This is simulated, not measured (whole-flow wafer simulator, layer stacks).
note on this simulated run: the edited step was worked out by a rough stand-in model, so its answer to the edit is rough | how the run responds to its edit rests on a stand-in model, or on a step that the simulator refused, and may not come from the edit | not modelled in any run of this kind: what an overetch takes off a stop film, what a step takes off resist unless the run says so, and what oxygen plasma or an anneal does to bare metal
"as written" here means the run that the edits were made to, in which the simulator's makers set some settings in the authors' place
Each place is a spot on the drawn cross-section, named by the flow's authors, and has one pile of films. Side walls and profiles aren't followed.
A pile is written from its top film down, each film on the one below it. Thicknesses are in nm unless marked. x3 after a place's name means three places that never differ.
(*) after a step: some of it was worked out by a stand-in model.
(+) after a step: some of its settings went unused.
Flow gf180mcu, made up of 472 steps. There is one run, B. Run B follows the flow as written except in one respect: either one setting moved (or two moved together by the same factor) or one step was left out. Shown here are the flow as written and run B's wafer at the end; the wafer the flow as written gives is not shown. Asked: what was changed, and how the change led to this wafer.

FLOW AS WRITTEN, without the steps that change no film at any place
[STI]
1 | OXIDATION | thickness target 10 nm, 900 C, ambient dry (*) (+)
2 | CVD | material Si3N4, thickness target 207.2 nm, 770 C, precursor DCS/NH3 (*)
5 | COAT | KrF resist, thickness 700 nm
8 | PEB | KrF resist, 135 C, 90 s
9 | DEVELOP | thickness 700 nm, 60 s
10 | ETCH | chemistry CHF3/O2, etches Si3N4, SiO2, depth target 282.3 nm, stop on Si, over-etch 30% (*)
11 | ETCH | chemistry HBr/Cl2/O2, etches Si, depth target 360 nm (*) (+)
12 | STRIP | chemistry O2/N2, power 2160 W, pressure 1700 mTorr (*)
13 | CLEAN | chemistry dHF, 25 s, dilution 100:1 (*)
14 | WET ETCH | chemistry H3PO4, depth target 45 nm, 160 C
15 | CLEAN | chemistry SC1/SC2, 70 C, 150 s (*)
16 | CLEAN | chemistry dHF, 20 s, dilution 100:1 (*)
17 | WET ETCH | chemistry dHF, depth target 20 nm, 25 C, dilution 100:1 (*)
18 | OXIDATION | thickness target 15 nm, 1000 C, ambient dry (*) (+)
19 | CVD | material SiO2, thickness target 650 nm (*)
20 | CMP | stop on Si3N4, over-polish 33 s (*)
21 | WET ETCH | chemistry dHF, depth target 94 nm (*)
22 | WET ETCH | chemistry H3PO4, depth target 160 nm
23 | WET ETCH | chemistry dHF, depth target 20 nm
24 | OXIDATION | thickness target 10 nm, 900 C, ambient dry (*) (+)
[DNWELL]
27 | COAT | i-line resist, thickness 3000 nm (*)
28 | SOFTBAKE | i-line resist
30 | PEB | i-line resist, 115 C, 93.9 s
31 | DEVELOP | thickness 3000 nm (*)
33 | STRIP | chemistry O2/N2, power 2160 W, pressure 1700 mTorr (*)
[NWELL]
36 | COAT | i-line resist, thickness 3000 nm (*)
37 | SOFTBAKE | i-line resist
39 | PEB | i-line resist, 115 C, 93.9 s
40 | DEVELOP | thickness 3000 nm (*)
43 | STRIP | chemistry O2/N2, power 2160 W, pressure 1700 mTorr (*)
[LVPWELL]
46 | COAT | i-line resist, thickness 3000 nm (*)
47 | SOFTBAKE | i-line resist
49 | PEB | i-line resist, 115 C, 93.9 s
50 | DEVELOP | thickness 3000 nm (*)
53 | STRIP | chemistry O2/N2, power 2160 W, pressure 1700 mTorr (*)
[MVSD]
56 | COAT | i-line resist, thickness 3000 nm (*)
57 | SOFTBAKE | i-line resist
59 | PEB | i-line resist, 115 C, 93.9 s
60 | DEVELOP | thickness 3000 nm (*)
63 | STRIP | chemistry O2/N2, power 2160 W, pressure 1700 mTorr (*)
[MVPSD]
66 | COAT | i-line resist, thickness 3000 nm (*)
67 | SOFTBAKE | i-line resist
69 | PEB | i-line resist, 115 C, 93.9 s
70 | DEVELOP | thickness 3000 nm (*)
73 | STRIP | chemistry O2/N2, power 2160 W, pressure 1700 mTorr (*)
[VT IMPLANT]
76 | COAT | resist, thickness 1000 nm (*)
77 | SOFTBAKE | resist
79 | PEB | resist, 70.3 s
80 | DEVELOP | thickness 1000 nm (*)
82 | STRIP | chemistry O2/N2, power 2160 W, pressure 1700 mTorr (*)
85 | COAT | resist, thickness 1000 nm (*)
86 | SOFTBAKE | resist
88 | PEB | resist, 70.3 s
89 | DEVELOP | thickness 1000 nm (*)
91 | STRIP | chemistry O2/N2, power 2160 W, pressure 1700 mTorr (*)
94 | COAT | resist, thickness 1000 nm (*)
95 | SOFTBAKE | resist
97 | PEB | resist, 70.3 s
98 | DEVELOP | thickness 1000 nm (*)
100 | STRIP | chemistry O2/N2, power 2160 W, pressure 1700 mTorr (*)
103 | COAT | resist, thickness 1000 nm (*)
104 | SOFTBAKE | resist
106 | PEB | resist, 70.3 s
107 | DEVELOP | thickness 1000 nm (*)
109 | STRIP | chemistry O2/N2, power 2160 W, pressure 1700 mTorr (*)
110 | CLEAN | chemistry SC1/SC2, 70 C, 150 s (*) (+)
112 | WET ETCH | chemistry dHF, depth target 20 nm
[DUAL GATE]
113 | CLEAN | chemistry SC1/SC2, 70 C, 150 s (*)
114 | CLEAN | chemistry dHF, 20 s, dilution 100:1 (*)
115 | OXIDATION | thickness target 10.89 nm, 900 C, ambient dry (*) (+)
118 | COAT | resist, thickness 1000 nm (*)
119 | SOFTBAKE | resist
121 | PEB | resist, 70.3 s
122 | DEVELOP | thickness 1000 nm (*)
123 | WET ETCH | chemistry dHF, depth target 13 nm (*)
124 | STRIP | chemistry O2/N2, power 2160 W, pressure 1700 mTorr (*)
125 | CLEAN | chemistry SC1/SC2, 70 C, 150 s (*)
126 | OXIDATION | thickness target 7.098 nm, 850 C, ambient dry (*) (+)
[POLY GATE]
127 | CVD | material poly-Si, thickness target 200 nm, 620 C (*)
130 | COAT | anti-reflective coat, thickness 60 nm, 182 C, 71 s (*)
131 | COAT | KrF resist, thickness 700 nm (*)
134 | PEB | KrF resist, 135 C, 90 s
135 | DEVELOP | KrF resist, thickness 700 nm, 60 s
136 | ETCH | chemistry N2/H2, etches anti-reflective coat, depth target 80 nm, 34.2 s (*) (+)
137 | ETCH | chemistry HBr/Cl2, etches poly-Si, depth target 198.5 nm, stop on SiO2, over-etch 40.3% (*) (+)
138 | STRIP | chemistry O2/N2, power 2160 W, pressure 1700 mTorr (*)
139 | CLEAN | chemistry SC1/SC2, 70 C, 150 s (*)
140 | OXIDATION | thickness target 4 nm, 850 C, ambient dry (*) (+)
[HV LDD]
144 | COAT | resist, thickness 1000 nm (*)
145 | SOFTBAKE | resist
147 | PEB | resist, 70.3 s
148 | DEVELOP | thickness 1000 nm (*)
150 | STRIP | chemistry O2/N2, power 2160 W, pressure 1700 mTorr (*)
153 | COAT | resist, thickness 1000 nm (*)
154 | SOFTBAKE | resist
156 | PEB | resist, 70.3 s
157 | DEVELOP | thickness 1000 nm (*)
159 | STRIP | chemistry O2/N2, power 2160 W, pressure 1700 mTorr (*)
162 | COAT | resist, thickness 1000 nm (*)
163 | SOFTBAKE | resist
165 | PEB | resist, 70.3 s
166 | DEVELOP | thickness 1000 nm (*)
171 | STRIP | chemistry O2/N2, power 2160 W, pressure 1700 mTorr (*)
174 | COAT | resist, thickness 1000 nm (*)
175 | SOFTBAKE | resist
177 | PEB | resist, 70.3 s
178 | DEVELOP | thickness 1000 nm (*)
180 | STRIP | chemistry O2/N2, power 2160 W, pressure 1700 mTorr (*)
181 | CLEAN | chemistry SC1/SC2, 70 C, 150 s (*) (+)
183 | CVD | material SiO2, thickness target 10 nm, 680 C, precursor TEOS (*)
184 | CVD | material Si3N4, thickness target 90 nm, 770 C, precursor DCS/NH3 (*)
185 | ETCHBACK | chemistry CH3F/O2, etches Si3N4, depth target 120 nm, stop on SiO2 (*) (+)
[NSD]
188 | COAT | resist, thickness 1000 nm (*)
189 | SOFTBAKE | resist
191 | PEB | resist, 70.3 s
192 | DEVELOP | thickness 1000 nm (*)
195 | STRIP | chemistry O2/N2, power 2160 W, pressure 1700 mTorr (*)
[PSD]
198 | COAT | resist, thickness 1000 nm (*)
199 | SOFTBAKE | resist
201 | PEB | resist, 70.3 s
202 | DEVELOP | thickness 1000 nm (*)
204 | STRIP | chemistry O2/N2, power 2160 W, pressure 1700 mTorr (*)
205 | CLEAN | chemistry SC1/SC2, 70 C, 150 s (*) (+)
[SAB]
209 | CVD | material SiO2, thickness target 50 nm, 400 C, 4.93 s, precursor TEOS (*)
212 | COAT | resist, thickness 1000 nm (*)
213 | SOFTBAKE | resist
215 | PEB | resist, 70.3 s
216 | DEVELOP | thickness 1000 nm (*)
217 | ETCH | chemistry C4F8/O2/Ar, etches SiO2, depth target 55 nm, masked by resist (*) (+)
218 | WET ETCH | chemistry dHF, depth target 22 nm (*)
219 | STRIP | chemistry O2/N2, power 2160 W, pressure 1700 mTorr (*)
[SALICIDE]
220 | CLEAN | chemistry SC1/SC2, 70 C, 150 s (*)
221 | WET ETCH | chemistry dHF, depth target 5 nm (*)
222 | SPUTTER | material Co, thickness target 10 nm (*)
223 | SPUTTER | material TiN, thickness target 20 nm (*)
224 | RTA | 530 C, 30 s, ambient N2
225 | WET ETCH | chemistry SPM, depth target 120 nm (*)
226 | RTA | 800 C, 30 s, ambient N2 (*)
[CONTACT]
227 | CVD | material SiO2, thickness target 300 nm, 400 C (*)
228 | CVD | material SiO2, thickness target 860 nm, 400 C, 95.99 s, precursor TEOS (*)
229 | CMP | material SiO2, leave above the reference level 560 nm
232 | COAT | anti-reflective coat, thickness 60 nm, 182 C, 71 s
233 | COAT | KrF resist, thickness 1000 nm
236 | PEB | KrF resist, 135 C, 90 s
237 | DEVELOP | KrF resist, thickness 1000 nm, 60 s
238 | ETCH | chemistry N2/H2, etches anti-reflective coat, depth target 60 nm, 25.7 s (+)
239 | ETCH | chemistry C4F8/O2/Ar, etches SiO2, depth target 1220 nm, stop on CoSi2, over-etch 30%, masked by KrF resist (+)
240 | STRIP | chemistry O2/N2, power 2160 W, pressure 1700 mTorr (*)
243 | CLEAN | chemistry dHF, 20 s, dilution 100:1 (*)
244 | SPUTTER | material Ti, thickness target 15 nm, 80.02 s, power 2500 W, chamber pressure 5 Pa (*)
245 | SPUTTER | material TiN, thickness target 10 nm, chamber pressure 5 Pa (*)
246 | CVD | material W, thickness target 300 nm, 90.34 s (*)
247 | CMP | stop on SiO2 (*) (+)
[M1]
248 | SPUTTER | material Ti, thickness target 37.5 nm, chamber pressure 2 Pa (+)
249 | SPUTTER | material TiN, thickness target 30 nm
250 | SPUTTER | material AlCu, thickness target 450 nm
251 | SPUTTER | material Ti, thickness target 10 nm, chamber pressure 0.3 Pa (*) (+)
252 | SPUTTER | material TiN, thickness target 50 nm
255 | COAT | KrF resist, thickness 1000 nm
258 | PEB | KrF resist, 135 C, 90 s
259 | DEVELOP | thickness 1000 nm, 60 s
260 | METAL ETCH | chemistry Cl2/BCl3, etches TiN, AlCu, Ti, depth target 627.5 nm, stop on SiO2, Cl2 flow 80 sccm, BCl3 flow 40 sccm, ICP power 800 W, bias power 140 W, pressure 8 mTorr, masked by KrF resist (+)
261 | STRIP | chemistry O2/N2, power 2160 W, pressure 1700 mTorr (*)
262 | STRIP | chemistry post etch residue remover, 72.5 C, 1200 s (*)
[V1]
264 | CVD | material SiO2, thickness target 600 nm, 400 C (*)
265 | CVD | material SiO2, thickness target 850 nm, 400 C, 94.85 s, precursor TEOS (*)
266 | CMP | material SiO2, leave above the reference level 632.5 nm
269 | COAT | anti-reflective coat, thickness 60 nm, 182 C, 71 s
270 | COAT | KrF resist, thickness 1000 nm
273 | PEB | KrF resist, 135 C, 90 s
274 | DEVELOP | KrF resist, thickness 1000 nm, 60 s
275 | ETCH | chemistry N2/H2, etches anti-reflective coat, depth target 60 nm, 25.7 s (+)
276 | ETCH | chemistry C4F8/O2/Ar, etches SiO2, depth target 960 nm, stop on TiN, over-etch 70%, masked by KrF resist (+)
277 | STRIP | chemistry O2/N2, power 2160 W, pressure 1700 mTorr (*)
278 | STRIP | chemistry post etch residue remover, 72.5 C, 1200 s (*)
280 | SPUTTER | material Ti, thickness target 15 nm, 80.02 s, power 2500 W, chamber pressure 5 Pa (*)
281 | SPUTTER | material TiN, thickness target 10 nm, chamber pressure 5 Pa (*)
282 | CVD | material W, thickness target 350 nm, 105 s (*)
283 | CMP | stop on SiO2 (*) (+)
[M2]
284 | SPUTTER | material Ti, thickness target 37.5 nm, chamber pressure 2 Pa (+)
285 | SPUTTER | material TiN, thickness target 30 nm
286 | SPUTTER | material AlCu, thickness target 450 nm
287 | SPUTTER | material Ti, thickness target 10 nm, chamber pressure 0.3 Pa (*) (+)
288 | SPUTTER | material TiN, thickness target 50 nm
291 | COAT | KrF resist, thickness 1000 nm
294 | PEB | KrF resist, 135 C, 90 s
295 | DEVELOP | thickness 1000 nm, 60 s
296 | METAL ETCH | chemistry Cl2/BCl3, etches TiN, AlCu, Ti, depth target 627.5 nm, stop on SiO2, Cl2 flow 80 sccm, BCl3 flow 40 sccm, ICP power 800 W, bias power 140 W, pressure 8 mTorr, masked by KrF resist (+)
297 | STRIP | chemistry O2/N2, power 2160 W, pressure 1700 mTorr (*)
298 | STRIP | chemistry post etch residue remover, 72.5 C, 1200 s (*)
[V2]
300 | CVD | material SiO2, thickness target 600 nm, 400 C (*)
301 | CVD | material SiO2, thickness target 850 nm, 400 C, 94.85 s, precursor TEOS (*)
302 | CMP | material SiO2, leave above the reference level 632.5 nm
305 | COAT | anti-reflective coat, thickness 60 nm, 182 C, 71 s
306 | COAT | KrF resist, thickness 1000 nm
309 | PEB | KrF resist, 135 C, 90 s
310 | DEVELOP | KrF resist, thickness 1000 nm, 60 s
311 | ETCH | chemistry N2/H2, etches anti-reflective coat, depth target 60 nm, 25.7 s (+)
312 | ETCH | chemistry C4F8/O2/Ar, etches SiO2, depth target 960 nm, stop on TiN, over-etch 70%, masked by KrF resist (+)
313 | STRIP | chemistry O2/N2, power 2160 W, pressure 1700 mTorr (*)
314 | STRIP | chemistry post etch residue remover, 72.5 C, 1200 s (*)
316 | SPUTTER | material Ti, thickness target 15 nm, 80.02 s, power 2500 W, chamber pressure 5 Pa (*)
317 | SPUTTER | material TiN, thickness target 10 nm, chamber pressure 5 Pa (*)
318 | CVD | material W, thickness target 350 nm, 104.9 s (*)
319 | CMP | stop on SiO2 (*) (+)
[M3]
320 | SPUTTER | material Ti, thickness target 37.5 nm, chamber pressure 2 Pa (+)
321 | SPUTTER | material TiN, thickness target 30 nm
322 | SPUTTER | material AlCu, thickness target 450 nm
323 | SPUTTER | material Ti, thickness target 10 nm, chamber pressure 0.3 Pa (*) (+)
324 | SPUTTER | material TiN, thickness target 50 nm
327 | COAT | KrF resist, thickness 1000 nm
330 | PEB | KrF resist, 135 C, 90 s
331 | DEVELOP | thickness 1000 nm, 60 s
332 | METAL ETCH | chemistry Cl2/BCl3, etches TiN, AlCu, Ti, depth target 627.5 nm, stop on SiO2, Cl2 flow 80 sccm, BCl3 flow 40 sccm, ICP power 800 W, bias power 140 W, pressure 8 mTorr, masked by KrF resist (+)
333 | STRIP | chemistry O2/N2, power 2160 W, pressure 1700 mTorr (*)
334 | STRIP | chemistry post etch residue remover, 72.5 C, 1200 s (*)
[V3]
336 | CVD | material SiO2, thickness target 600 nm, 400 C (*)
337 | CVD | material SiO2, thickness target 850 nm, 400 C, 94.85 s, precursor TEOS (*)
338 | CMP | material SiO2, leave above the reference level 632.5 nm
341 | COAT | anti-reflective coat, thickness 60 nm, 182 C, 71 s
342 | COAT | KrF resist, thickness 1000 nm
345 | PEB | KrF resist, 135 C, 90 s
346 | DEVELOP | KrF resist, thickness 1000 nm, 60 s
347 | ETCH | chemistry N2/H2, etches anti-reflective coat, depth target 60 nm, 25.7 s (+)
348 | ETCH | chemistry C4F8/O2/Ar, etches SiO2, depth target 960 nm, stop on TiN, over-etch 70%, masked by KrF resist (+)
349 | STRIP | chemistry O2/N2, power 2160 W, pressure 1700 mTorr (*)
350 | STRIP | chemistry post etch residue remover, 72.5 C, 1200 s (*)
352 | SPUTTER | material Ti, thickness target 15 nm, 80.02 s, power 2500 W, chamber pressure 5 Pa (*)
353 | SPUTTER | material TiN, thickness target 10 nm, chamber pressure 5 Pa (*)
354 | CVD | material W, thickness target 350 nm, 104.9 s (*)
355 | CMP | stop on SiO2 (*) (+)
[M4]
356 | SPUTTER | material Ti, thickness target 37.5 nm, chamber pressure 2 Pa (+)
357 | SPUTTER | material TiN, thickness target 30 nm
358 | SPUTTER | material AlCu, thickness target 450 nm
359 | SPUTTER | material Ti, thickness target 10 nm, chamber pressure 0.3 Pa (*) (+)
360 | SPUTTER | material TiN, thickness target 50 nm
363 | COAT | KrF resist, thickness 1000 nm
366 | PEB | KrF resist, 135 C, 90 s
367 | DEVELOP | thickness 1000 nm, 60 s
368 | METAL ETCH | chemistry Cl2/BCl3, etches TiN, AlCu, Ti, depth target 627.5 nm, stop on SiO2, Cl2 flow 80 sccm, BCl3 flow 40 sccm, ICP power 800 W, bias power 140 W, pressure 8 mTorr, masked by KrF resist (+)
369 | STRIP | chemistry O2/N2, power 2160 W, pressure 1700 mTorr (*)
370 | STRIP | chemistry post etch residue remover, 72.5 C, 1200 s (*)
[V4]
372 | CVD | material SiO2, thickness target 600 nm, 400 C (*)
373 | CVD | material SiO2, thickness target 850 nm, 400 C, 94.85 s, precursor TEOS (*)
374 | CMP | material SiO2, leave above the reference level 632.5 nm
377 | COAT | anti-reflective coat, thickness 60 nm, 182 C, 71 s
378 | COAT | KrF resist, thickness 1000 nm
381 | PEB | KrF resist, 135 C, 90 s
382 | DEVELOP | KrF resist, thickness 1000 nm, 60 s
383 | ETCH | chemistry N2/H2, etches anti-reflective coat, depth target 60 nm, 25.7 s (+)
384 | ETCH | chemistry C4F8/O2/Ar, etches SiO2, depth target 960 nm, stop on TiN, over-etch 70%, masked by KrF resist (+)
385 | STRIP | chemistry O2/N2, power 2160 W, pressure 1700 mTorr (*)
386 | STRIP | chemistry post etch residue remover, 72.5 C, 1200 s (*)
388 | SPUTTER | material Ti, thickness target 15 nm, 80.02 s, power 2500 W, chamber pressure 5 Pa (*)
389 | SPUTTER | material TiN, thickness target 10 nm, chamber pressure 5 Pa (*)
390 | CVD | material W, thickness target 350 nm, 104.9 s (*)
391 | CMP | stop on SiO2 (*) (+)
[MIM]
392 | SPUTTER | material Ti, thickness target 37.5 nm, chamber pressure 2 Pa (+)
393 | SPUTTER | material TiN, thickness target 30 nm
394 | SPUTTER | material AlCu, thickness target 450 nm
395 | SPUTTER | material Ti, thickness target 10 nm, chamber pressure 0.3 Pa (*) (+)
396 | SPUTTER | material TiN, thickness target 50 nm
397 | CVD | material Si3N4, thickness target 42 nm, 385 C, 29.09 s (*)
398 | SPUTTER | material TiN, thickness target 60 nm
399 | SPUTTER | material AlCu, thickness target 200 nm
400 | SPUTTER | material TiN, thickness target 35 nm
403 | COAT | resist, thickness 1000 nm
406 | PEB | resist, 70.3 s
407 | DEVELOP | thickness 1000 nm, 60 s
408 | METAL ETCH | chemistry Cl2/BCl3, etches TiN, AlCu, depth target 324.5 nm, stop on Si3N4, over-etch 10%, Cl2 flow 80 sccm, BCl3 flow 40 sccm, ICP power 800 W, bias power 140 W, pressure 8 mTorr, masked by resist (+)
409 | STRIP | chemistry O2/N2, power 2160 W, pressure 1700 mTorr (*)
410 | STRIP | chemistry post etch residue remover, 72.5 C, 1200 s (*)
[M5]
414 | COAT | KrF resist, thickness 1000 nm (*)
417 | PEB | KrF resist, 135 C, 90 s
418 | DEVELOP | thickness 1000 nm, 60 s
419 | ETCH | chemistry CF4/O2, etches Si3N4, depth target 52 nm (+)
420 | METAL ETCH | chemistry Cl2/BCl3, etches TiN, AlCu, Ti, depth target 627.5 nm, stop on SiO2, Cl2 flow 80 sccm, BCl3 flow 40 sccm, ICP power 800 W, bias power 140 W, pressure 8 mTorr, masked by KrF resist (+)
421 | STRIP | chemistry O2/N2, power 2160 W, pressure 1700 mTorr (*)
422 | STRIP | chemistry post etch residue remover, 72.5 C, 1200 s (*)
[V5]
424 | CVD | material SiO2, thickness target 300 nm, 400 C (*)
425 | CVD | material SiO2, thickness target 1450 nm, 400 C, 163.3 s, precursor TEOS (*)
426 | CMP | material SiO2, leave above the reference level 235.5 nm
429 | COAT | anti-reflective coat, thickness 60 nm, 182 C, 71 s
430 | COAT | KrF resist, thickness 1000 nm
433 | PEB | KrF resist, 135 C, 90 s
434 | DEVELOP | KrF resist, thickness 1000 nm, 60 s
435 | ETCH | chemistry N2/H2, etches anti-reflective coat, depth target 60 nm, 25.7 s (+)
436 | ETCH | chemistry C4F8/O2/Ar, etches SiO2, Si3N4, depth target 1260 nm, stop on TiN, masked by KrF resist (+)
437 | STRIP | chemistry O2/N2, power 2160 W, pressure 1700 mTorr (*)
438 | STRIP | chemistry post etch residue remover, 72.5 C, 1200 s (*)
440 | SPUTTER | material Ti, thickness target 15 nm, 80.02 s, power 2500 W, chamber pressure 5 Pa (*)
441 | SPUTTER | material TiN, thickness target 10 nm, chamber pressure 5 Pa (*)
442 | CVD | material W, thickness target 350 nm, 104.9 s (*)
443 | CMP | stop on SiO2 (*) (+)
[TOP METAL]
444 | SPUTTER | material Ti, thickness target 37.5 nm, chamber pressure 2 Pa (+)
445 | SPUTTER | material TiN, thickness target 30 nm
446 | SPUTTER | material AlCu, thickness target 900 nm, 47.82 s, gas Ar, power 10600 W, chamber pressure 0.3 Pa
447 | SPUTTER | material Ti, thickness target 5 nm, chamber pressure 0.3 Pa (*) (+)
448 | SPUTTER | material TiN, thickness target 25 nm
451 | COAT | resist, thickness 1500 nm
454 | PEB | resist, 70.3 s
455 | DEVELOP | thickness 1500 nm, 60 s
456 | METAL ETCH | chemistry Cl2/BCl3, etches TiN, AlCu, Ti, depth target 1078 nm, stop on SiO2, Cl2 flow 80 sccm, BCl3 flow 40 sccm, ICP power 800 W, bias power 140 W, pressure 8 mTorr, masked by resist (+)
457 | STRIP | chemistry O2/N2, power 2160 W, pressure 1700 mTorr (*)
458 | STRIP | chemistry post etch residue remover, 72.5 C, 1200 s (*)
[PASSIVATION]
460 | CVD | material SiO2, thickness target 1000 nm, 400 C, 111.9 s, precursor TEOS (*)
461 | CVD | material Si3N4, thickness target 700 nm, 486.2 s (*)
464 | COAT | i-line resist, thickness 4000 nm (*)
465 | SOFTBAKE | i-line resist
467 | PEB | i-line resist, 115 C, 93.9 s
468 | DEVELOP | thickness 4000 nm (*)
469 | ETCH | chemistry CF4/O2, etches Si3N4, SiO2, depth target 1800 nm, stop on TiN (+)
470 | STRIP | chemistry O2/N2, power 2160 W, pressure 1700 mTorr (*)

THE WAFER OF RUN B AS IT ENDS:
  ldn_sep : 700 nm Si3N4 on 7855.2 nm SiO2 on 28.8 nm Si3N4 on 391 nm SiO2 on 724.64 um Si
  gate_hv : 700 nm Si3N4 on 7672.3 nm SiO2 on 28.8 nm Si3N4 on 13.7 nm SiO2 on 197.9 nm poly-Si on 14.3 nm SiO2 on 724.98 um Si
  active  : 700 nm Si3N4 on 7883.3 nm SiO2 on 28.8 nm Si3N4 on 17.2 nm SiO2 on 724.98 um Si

What caused this: step 185, ETCHBACK: depth target 57 nm was run, though the flow has depth target 120 nm.

Step by step, how the change led to this:
  185 | ETCHBACK | chemistry CH3F/O2, etches Si3N4, depth target 120 nm, stop on SiO2 (*) (+)
      field, field__w1, field__w2 and 100 more: -57 Si3N4 (it would be, as written: -90 Si3N4 (all of it), -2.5 SiO2)
  188 | COAT | resist, thickness 1000 nm (*)
      spacer: +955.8 resist (new film) (it would be, as written: +920.2 resist (new film))
  189 | SOFTBAKE | resist
      field__w9: -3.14 resist (it would be, as written: +6.92 resist)
      nw_enc_fld_lv: +5.57 resist (it would be, as written: +0.86 resist)
  191 | PEB | resist, 70.3 s
      spacer: -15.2 resist (it would be, as written: -14.3 resist)
  192 | DEVELOP | thickness 1000 nm (*)
      spacer: -940.6 resist (all of it) (it would be, as written: -905.9 resist (all of it))
  198 | COAT | resist, thickness 1000 nm (*)
      spacer: +955.8 resist (new film) (it would be, as written: +920.2 resist (new film))
  199 | SOFTBAKE | resist
      field__w9: -3.14 resist (it would be, as written: +6.92 resist)
      nw_enc_fld_lv: +5.57 resist (it would be, as written: +0.86 resist)
  201 | PEB | resist, 70.3 s
      spacer: -15.2 resist (it would be, as written: -14.3 resist)
  204 | STRIP | chemistry O2/N2, power 2160 W, pressure 1700 mTorr (*)
      spacer: -940.6 resist (all of it) (it would be, as written: -905.9 resist (all of it))
  205 | CLEAN | chemistry SC1/SC2, 70 C, 150 s (*) (+)
      field, field__w1, field__w2 and 105 more: -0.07 Si3N4 (it would be, as written: -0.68 SiO2)
  209 | CVD | material SiO2, thickness target 50 nm, 400 C, 4.93 s, precursor TEOS (*)
      field, field__w7, field__w8 and 73 more: +50 SiO2 (new film) (it would be, as written: +50 SiO2)
      field_sub__w1, field_sub__w3, field_sub__w4, field_sub__w5, ld_drift_n: +48.8 SiO2 (new film) (it would be, as written: +48.9 SiO2)
      (as well as at 27 more places)
  212 | COAT | resist, thickness 1000 nm (*)
      spacer: +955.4 resist (new film) (it would be, as written: +919.4 resist (new film))
  215 | PEB | resist, 70.3 s
      spacer: -15.2 resist (it would be, as written: -14.3 resist)
  216 | DEVELOP | thickness 1000 nm (*)
      spacer: -940.2 resist (all of it) (it would be, as written: -905.1 resist (all of it))
  217 | ETCH | chemistry C4F8/O2/Ar, etches SiO2, depth target 55 nm, masked by resist (*) (+)
      field, field__w7, field__w8 and 70 more: -50 SiO2 (all of it), -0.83 Si3N4 (it would be, as written: -55 SiO2)
      field_sub__w1, field_sub__w3, field_sub__w4, field_sub__w5, ld_drift_n: -48.8 SiO2 (all of it), -1.03 Si3N4 (it would be, as written: -55 SiO2)
      (as well as at 21 more places)
  218 | WET ETCH | chemistry dHF, depth target 22 nm (*)
      gate, gate_hv, gate_p and 23 more: -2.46 Si3N4 (it would be, as written: -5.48 SiO2 (all of it))
      field, field__w10, sti and 14 more: -2.46 Si3N4 (it would be, as written: -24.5 SiO2)
      (as well as at 56 more places)
  ... 12 other steps ...
  471 | ANNEAL | 400 C, 1800 s, ambient N2/H2
      polyc_n, polyc_p: under 9 films: +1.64 void (new film), -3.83 Ti, +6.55 TiSi first (new film), -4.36 poly-Si (it would be, as written: nothing)
      contact: under 49 films: +1.62 void (new film), -3.83 Ti, +6.55 TiSi first (new film), -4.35 Si (it would be, as written: nothing)
If metal films that touch count as one body, gate_hv has 0 bodies; the flow as written gives 1 body.
If metal films that touch count as one body, active has 0 bodies; the flow as written gives 1 body.
